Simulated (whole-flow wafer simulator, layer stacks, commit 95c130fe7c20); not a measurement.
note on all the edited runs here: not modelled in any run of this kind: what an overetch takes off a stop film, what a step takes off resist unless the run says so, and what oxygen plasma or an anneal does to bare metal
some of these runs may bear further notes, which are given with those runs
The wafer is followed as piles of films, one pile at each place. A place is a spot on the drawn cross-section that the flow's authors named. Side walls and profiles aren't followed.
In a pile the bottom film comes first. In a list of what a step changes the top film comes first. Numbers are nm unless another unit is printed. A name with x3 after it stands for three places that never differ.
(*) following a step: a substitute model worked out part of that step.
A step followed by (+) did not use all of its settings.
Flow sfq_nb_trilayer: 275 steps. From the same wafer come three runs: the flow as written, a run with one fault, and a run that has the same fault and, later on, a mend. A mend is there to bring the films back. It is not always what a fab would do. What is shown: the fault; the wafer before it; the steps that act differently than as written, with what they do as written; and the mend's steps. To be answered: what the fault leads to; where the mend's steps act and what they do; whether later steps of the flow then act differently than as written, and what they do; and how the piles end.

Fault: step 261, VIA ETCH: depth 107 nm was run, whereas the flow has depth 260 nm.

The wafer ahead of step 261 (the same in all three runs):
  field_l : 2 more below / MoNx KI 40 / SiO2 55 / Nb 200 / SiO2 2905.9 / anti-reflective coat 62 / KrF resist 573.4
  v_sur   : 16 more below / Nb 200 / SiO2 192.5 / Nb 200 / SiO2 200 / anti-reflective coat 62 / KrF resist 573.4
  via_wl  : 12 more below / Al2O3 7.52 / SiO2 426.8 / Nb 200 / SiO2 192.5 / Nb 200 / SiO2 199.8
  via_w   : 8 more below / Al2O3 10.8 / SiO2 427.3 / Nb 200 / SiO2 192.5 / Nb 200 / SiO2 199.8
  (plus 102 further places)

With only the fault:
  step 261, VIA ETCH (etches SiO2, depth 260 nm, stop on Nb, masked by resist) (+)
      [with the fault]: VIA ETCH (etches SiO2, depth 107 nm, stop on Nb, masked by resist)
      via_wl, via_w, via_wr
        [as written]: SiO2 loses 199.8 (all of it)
        [with the fault]: SiO2 loses 107
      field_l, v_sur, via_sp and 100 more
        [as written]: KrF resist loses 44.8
        [with the fault]: KrF resist loses 18.4
  Steps further on in the flow that do not act as written (2 more steps, not shown, differ only slightly: by at most 2% or 0.5 nm, whichever is larger):
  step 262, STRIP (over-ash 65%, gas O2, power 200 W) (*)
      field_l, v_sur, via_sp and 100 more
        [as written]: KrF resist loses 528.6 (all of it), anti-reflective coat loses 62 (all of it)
        [with the fault]: KrF resist loses 555 (all of it), anti-reflective coat loses 62 (all of it)
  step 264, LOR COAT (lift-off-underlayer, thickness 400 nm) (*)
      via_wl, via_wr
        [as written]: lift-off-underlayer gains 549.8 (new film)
        [with the fault]: lift-off-underlayer gains 480.2 (new film)
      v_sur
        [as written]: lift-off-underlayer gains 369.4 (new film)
        [with the fault]: lift-off-underlayer gains 383.6 (new film)
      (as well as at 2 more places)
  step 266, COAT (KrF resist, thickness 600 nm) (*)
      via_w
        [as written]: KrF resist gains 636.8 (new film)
        [with the fault]: KrF resist gains 619.7 (new film)
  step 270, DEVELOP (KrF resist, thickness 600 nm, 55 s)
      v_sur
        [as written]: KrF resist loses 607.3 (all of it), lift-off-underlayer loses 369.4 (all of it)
        [with the fault]: KrF resist loses 603.4 (all of it), lift-off-underlayer loses 383.6 (all of it)
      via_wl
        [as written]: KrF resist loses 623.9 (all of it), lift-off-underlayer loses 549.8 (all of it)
        [with the fault]: KrF resist loses 612.2 (all of it), lift-off-underlayer loses 480.2 (all of it)
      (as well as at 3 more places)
  The piles end different from the flow's at via_wl, via_w, via_wr by more than 2% or 0.5 nm, whichever is larger.
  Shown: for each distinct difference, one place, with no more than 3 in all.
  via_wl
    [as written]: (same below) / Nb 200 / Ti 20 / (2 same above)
    [with the fault]: (same below) / Nb 200 / SiO2 92.8 / Ti 20 / (2 same above)

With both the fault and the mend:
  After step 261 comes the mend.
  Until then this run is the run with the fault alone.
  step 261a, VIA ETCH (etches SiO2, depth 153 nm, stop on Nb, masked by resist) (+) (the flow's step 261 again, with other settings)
      field_l, v_sur, via_sp and 100 more
        KrF resist loses 24
      via_wl, via_w, via_wr
        SiO2 loses 92.8 (all of it)
  Later steps of the flow that are run all act as written at every place that is followed, up to a difference of at most 2% or 0.5 nm, whichever is larger.
  The piles end the same as the flow's at every place that both follow.
